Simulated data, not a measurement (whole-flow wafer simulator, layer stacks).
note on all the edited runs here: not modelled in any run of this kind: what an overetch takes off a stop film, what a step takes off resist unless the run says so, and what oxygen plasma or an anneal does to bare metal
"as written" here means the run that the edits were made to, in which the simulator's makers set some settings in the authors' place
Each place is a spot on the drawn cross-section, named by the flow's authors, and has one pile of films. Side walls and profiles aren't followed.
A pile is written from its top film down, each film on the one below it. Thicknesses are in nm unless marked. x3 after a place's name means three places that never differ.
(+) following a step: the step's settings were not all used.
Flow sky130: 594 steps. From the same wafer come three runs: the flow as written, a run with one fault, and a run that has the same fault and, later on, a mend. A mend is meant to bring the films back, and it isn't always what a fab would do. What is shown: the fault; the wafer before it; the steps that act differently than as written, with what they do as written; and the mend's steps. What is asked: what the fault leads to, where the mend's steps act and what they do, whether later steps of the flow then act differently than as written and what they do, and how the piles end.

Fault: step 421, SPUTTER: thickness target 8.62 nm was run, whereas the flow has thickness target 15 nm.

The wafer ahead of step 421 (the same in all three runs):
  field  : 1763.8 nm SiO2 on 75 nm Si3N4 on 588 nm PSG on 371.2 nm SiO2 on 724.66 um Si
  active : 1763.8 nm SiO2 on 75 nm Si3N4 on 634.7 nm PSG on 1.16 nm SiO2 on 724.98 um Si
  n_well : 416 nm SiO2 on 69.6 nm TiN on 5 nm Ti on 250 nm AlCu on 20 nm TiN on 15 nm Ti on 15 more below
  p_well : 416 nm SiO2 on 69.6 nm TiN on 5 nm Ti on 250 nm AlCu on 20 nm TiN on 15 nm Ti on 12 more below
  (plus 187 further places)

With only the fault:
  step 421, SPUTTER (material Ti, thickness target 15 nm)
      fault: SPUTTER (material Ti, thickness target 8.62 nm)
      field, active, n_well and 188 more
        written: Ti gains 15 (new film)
        fault: Ti gains 8.62 (new film)
  Later steps of the flow acting differently than as written (13 more steps, not shown, differ only slightly: by at most 2% or 0.5 nm, whichever is larger):
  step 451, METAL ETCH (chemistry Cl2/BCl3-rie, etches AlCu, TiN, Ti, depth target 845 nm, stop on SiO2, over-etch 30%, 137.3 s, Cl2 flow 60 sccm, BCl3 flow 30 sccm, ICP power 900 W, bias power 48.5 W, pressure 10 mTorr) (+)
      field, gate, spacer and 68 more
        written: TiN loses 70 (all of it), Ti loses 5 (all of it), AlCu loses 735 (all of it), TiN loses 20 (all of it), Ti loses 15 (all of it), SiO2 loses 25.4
        fault: TiN loses 70 (all of it), Ti loses 5 (all of it), AlCu loses 735 (all of it), TiN loses 20 (all of it), Ti loses 8.62 (all of it), SiO2 loses 26
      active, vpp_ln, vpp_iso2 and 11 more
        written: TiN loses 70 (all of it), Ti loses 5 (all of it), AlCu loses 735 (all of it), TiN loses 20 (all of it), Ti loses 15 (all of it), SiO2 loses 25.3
        fault: TiN loses 70 (all of it), Ti loses 5 (all of it), AlCu loses 735 (all of it), TiN loses 20 (all of it), Ti loses 8.62 (all of it), SiO2 loses 26
  By the end, the piles at n_well, p_well, gate_hv and 104 more depart from the flow's by more than 2% or 0.5 nm, whichever is larger.
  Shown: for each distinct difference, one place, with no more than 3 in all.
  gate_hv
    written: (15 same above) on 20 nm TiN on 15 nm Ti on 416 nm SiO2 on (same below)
    fault: (15 same above) on 20 nm TiN on 8.62 nm Ti on 416 nm SiO2 on (same below)
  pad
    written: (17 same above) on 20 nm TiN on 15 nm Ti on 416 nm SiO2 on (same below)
    fault: (17 same above) on 20 nm TiN on 8.62 nm Ti on 416 nm SiO2 on (same below)
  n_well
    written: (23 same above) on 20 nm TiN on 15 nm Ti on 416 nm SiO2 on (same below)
    fault: (23 same above) on 20 nm TiN on 8.62 nm Ti on 416 nm SiO2 on (same below)

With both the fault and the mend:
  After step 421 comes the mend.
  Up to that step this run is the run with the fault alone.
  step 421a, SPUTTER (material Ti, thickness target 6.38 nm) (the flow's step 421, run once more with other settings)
      field, active, n_well and 188 more
        Ti gains 6.38
  None of the later steps of the flow acts differently than as written at any place that is followed.
  The piles end the same as the flow's at every place that both follow.
